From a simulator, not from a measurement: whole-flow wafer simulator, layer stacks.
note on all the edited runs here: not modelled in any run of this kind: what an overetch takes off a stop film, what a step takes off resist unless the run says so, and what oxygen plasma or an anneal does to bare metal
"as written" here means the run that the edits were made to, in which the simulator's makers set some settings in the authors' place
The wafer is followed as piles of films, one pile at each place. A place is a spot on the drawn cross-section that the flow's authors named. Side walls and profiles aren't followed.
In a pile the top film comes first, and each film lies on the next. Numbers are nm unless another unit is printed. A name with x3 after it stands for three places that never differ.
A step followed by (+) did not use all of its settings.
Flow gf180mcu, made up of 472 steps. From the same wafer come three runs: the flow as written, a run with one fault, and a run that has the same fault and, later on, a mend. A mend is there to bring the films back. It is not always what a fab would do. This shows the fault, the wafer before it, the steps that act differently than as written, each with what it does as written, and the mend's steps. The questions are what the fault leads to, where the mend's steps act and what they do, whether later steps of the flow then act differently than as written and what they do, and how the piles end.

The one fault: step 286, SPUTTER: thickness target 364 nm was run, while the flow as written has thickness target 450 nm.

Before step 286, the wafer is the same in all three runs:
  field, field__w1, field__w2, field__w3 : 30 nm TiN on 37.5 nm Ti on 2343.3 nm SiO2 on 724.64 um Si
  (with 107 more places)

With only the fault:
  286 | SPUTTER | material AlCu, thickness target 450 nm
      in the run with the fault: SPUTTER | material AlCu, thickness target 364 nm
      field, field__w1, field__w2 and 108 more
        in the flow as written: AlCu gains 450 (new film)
        in the run with the fault: AlCu gains 364 (new film)
  Steps further on in the flow that do not act as written:
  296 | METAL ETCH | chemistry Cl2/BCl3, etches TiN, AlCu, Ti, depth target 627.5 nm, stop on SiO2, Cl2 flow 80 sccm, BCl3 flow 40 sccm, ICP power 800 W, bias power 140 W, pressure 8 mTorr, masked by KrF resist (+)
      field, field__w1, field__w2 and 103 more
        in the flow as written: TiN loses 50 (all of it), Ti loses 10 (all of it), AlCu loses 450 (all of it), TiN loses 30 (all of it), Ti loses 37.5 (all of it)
        in the run with the fault: TiN loses 50 (all of it), Ti loses 10 (all of it), AlCu loses 364 (all of it), TiN loses 30 (all of it), Ti loses 37.5 (all of it)
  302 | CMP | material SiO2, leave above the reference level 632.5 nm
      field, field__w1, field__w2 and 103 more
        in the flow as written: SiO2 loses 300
        in the run with the fault: SiO2 loses 386
  At field__w8, contact, m1, m1__w1, m1_nw, the piles at the end differ from the flow's by more than 2% or 0.5 nm, whichever is larger.
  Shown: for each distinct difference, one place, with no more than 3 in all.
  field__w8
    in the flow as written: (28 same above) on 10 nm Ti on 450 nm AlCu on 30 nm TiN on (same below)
    in the run with the fault: (28 same above) on 10 nm Ti on 364 nm AlCu on 30 nm TiN on (same below)
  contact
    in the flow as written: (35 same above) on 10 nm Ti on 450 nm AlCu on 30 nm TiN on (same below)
    in the run with the fault: (35 same above) on 10 nm Ti on 364 nm AlCu on 30 nm TiN on (same below)

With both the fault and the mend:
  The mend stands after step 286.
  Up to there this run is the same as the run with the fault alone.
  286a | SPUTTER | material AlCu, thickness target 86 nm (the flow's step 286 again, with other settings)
      field, field__w1, field__w2 and 108 more
        AlCu gains 86
  Every later step of the flow that is run acts as written at every place that is followed.
  The piles end the same as the flow's at every place that both follow.
